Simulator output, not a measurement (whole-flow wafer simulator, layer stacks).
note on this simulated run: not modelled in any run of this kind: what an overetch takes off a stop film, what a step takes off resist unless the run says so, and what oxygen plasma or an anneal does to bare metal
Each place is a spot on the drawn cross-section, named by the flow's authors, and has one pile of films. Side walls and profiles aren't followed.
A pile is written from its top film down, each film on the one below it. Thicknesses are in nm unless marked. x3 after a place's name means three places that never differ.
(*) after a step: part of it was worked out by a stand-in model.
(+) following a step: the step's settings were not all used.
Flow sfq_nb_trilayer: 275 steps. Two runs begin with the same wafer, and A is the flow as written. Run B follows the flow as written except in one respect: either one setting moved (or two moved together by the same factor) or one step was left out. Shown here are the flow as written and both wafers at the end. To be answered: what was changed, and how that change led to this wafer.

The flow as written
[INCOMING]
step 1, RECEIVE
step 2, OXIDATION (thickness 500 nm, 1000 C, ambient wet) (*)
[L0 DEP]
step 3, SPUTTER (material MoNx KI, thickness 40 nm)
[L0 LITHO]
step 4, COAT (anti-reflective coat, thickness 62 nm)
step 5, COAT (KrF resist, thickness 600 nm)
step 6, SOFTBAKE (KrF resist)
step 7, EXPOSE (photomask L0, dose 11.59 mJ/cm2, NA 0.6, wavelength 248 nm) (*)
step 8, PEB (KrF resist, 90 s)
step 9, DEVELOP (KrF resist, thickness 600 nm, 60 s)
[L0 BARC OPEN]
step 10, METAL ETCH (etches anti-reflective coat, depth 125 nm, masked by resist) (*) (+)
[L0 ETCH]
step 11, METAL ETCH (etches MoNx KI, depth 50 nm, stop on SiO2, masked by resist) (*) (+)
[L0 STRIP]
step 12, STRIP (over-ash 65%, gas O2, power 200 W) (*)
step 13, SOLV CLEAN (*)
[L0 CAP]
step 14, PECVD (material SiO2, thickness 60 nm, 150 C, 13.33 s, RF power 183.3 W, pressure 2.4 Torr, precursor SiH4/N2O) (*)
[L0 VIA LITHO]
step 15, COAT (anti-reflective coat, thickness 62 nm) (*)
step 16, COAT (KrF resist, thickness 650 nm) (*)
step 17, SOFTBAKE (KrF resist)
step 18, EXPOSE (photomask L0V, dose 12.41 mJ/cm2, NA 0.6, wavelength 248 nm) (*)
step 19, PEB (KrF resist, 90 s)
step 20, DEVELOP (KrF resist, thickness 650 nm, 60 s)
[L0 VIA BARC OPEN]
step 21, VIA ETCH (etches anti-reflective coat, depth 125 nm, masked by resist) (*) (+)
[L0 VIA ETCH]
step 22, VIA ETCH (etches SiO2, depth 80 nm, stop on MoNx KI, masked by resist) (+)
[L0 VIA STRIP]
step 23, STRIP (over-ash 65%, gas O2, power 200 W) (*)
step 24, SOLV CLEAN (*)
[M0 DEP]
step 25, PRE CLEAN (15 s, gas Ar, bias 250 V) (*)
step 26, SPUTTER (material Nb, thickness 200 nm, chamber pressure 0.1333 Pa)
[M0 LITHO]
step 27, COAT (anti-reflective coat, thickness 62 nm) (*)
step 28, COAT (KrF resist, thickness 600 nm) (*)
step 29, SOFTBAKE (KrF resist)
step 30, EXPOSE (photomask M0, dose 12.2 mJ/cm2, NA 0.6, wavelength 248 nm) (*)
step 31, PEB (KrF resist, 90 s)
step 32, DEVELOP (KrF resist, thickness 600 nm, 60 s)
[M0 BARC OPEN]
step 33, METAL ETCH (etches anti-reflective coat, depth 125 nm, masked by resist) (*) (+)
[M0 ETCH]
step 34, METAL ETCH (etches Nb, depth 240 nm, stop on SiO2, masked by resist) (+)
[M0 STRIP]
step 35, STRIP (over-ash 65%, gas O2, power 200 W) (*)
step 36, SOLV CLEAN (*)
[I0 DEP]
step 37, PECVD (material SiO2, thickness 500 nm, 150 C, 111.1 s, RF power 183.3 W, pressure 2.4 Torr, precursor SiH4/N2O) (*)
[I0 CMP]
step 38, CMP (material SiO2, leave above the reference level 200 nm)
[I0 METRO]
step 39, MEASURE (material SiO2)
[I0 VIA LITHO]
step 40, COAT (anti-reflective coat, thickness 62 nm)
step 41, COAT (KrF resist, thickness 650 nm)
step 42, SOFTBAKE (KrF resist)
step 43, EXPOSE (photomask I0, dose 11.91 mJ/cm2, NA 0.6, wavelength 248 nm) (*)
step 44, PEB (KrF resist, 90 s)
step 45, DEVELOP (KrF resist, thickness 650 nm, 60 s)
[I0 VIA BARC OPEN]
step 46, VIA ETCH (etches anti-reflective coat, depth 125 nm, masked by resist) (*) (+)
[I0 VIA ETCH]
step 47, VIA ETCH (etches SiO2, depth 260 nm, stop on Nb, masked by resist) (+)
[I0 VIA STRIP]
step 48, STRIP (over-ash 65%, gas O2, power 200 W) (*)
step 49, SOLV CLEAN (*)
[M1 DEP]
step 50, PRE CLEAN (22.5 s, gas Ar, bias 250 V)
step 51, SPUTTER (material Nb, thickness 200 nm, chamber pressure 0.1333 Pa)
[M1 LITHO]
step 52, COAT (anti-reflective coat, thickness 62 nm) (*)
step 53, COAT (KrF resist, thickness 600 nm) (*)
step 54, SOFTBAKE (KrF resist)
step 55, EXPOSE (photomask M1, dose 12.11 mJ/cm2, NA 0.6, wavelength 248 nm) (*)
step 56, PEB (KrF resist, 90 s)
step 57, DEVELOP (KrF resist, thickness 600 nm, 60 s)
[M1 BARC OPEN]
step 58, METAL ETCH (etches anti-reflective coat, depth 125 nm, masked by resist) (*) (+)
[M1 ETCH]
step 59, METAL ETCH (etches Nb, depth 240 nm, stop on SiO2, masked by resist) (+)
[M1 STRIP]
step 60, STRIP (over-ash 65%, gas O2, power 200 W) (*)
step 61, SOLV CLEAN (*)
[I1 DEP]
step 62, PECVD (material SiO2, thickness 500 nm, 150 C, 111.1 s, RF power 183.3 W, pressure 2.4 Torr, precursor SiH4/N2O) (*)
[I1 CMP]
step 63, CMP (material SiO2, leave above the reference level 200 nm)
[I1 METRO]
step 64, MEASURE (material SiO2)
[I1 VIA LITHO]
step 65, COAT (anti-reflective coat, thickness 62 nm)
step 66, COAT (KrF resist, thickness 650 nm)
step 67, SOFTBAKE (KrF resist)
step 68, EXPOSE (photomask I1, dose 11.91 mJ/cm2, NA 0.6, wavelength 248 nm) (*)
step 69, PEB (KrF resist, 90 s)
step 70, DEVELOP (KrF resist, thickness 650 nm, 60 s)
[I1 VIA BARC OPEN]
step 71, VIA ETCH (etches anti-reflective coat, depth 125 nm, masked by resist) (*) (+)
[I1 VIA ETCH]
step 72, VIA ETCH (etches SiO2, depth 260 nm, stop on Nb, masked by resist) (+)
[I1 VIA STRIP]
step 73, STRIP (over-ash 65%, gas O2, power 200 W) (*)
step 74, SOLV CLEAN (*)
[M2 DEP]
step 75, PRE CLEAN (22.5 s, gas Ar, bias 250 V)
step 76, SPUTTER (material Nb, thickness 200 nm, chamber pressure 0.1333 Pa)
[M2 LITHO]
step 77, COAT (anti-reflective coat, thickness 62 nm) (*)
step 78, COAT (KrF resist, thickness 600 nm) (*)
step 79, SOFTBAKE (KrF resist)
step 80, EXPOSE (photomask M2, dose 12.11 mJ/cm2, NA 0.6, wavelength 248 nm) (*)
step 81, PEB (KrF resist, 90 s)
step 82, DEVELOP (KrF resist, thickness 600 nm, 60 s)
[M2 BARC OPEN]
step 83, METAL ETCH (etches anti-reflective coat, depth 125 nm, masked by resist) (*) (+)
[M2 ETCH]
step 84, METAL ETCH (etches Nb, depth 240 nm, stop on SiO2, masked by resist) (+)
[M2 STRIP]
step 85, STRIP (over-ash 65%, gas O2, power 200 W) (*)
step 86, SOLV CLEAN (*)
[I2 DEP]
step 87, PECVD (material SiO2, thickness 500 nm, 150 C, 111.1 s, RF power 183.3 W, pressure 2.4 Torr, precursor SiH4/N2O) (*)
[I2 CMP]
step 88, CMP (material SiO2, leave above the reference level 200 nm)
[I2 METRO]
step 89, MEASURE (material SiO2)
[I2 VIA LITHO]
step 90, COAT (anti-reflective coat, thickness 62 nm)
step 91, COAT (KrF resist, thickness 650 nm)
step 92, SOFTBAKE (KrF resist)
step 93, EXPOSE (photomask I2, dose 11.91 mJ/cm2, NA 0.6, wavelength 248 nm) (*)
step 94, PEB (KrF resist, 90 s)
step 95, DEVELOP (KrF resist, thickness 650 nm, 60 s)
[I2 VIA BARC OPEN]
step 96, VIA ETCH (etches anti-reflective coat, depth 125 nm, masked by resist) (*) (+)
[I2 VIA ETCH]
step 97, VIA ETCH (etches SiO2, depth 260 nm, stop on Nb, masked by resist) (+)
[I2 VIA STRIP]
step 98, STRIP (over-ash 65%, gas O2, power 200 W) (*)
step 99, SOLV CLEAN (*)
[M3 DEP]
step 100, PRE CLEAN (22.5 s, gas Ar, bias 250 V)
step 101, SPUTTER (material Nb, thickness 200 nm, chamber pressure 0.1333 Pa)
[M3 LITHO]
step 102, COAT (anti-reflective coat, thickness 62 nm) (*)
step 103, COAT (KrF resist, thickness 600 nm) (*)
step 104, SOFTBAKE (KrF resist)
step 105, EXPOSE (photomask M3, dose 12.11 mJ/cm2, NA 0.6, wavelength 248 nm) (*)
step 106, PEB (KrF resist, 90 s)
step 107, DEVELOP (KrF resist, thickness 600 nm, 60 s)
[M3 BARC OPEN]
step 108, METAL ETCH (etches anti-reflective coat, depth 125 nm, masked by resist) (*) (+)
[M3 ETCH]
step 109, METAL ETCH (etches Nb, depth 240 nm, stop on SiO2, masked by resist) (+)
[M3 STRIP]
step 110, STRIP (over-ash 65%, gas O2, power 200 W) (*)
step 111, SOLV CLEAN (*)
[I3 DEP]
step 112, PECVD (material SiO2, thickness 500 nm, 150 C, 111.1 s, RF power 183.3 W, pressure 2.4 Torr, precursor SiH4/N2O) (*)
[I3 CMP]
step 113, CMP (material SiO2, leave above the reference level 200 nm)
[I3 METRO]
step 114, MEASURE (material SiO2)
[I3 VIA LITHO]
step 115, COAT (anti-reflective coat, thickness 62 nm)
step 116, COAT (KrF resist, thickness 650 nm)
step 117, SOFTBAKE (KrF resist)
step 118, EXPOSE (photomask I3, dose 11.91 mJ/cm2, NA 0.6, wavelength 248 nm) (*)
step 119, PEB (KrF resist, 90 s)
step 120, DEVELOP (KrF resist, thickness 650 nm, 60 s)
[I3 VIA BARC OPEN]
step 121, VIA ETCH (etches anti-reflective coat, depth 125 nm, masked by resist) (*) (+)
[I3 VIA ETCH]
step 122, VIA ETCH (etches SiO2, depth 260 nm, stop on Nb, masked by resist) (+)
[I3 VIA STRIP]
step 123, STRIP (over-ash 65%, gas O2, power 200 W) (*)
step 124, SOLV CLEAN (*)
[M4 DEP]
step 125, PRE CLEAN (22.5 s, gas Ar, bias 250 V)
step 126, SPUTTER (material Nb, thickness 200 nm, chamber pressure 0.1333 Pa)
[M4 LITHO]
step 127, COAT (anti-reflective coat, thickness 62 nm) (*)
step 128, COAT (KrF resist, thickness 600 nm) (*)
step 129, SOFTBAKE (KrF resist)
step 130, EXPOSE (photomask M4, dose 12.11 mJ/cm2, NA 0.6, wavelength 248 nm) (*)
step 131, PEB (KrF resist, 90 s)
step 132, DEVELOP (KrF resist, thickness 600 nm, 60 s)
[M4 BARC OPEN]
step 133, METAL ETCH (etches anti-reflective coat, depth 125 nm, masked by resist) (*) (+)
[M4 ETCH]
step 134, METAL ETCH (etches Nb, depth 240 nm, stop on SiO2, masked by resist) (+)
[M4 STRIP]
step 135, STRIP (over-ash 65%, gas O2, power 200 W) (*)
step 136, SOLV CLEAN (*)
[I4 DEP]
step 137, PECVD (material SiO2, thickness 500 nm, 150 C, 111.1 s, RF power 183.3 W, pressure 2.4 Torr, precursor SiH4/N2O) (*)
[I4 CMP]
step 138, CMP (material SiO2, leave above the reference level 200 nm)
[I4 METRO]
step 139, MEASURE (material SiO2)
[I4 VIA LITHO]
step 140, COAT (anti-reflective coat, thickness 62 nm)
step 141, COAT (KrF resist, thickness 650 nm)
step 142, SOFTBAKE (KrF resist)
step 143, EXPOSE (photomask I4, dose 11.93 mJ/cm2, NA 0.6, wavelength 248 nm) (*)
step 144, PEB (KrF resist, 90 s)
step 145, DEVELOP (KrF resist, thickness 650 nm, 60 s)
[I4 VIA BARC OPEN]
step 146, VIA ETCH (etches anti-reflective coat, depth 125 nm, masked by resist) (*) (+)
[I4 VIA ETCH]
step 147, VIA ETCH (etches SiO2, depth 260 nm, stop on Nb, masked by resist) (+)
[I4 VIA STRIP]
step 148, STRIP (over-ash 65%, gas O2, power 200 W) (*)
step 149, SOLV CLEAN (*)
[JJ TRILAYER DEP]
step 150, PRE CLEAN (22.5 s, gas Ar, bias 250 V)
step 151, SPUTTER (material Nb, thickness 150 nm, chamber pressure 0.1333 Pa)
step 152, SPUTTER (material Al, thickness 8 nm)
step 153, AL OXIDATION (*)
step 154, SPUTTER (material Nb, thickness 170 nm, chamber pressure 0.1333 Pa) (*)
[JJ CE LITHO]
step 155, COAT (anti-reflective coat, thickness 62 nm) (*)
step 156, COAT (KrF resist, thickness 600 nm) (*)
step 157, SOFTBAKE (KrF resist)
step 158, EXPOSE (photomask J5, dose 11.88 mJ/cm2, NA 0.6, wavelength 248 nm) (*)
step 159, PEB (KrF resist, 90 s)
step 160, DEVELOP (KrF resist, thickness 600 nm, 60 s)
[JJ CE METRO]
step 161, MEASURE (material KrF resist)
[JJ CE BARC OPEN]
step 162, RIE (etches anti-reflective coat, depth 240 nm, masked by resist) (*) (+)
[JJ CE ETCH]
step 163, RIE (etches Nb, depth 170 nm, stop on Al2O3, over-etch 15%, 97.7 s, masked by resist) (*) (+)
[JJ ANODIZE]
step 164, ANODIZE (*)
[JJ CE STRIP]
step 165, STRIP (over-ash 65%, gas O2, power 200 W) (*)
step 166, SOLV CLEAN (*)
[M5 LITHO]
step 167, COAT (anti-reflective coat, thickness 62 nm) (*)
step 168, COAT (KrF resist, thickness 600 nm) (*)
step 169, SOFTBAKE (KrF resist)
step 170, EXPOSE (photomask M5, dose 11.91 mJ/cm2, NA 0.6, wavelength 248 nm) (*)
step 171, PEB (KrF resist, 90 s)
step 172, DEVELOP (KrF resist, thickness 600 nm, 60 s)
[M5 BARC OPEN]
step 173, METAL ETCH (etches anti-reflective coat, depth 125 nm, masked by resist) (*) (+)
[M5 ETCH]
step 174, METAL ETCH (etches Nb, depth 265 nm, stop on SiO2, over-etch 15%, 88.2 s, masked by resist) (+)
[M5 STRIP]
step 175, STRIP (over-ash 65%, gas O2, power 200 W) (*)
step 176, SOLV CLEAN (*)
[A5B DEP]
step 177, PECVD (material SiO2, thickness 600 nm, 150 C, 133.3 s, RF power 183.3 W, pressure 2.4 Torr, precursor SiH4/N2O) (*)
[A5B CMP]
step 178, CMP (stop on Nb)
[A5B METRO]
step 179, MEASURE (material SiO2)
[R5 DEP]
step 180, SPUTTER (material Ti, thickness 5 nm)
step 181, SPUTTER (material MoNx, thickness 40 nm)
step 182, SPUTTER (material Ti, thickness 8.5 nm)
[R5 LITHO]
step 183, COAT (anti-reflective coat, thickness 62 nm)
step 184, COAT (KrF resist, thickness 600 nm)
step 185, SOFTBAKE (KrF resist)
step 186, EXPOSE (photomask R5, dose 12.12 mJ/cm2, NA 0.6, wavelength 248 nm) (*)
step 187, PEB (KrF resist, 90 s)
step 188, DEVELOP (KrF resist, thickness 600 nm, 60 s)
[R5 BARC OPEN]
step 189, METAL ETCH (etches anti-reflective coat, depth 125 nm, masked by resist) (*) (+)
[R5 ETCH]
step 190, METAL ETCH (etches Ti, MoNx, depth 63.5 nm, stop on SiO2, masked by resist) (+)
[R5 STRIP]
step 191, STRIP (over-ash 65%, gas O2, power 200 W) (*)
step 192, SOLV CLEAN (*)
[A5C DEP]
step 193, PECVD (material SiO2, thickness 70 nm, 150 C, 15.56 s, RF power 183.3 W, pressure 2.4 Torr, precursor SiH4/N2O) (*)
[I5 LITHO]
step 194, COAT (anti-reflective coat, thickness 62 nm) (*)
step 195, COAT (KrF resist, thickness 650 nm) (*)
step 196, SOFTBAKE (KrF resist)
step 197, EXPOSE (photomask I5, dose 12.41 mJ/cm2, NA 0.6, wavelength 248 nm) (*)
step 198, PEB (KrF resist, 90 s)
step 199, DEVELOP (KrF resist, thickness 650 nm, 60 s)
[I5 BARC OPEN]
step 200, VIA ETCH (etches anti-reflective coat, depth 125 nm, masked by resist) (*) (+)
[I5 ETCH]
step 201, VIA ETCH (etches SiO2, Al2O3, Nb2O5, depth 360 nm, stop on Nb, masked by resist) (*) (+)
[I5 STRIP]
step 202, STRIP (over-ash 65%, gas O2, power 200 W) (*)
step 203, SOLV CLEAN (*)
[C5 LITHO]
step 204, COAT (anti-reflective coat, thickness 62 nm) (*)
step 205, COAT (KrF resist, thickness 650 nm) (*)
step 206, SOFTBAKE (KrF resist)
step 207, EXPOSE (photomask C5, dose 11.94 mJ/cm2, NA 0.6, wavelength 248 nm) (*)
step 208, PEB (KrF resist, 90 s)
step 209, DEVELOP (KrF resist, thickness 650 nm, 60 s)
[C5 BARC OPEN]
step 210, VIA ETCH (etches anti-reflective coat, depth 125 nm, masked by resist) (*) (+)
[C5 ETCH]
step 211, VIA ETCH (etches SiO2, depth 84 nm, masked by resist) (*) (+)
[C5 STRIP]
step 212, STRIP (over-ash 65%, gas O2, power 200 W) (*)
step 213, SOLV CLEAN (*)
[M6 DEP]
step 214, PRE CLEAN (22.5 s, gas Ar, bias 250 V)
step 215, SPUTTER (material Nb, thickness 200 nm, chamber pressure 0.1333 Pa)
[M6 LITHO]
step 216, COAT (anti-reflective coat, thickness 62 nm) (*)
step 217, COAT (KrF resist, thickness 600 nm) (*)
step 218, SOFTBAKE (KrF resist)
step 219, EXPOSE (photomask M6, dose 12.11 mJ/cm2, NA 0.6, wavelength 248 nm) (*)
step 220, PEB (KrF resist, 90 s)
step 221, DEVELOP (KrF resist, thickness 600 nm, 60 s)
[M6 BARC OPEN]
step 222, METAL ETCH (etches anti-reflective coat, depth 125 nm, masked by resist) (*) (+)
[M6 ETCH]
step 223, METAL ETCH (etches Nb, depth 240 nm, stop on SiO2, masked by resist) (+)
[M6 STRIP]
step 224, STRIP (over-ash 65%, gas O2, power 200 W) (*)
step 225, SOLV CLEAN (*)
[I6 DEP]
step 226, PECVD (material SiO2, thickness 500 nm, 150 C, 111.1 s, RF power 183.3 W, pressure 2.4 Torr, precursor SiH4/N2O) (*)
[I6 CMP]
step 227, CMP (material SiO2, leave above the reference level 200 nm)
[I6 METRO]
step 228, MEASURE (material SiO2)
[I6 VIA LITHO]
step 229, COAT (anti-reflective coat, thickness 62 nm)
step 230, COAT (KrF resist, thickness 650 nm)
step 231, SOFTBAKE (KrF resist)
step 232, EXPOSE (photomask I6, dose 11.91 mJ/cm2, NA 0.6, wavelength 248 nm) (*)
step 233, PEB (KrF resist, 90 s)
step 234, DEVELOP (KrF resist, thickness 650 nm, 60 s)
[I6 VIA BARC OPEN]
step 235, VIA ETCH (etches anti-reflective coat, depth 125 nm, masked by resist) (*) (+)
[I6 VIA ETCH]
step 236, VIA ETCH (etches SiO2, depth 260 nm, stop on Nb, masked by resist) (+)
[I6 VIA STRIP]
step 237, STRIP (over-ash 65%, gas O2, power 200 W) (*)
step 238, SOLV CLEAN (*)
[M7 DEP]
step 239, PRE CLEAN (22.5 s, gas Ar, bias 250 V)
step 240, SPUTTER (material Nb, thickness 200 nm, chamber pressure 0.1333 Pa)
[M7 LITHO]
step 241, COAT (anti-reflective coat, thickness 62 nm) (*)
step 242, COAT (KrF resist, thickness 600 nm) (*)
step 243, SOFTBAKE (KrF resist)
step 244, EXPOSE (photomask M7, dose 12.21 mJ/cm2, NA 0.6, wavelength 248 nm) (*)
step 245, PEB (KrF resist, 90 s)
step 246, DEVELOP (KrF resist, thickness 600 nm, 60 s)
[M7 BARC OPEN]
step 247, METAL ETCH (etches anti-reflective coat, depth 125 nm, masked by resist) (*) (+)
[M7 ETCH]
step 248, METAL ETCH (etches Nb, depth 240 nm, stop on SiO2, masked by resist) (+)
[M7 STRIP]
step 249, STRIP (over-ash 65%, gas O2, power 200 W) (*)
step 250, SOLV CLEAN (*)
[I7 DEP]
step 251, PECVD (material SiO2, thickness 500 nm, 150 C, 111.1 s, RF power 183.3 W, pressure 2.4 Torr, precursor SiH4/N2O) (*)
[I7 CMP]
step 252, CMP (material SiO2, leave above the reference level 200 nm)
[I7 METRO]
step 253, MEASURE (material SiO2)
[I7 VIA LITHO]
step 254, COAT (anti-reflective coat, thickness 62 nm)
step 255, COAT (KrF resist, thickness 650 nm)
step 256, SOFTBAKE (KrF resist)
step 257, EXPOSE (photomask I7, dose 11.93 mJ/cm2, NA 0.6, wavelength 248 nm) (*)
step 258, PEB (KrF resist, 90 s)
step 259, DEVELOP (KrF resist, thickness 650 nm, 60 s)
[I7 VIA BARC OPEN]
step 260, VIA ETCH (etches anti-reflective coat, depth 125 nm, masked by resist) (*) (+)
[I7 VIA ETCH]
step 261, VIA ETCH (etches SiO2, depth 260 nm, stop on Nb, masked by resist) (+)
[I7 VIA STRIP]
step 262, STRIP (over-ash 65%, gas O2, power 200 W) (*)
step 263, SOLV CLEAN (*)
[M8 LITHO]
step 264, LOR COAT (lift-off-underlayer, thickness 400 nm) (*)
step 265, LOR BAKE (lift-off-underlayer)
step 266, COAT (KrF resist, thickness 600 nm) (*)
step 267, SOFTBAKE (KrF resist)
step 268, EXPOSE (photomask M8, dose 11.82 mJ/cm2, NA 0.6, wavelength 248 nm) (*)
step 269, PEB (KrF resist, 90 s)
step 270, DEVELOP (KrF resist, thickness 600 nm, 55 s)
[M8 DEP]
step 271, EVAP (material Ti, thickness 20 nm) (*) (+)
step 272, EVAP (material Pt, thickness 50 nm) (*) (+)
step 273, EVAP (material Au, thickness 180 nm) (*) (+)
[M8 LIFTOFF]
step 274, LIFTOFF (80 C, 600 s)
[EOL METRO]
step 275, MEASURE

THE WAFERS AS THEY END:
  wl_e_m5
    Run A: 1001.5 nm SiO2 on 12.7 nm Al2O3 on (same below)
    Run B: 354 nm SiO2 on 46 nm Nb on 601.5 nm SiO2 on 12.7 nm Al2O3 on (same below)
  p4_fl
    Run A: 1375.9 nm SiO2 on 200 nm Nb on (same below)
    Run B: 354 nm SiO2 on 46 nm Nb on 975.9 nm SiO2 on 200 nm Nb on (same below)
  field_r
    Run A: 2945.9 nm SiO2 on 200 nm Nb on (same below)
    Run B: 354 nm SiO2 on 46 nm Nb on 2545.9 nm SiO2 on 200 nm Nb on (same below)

Cause: step 248, METAL ETCH: depth 154 nm was run, whereas the flow has depth 240 nm.

How this came from the change, step by step:
  step 248, METAL ETCH (etches Nb, depth 240 nm, stop on SiO2, masked by resist) (+)
      field_l, field_r, lsp_l and 62 more: A Nb loses 200 (all of it) | B Nb loses 154
      v_sur, via_wl, via_w and 38 more: A KrF resist loses 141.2 | B KrF resist loses 90.6
  step 249, STRIP (over-ash 65%, gas O2, power 200 W) (*)
      wl_j_sl, wl_jj, wl_j_sr and 14 more: A KrF resist loses 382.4 (all of it), anti-reflective coat loses 62 (all of it) | B KrF resist loses 433 (all of it), anti-reflective coat loses 62 (all of it)
      ln_m5, lsp_m, ln_m6, lsp_r: A KrF resist loses 381.9 (all of it), anti-reflective coat loses 61.8 (all of it) | B KrF resist loses 432.5 (all of it), anti-reflective coat loses 61.8 (all of it)
      (also at 20 further places)
  step 251, PECVD (material SiO2, thickness 500 nm, 150 C, 111.1 s, RF power 183.3 W, pressure 2.4 Torr, precursor SiH4/N2O) (*)
      field_l, p4_fl, p4_fm and 56 more: A SiO2 gains 500 | B SiO2 gains 500 (new film)
      field_r, lsp_l: A SiO2 gains 477.7 | B SiO2 gains 482.8 (new film)
      (also at 4 further places)
  step 252, CMP (material SiO2, leave above the reference level 200 nm)
      field_l, p4_fl, p4_fm and 56 more: A SiO2 loses 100 | B SiO2 loses 146
      field_r, lsp_l: A SiO2 loses 77.7 | B SiO2 loses 128.8
      (also at 2 further places)
With metal films that touch counted as one body, wl_e_m5 has 7 bodies (between them, from the top down: SiO2 601.5 / Al2O3 12.7 / Nb2O5 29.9; SiO2 192.5; SiO2 192.5; SiO2 192.5; SiO2 192.5; SiO2 192.5); the flow as written gives 6 bodies (between them, from the top down: SiO2 192.5; SiO2 192.5; SiO2 192.5; SiO2 192.5; SiO2 192.5).
With metal films that touch counted as one body, p4_fl has 3 bodies (between them, from the top down: SiO2 975.9; SiO2 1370); the flow as written gives 2 bodies (between them, from the top down: SiO2 1370).
With metal films that touch counted as one body, field_r has 2 bodies (between them, from the top down: SiO2 2545.9); the flow as written gives 1 body.
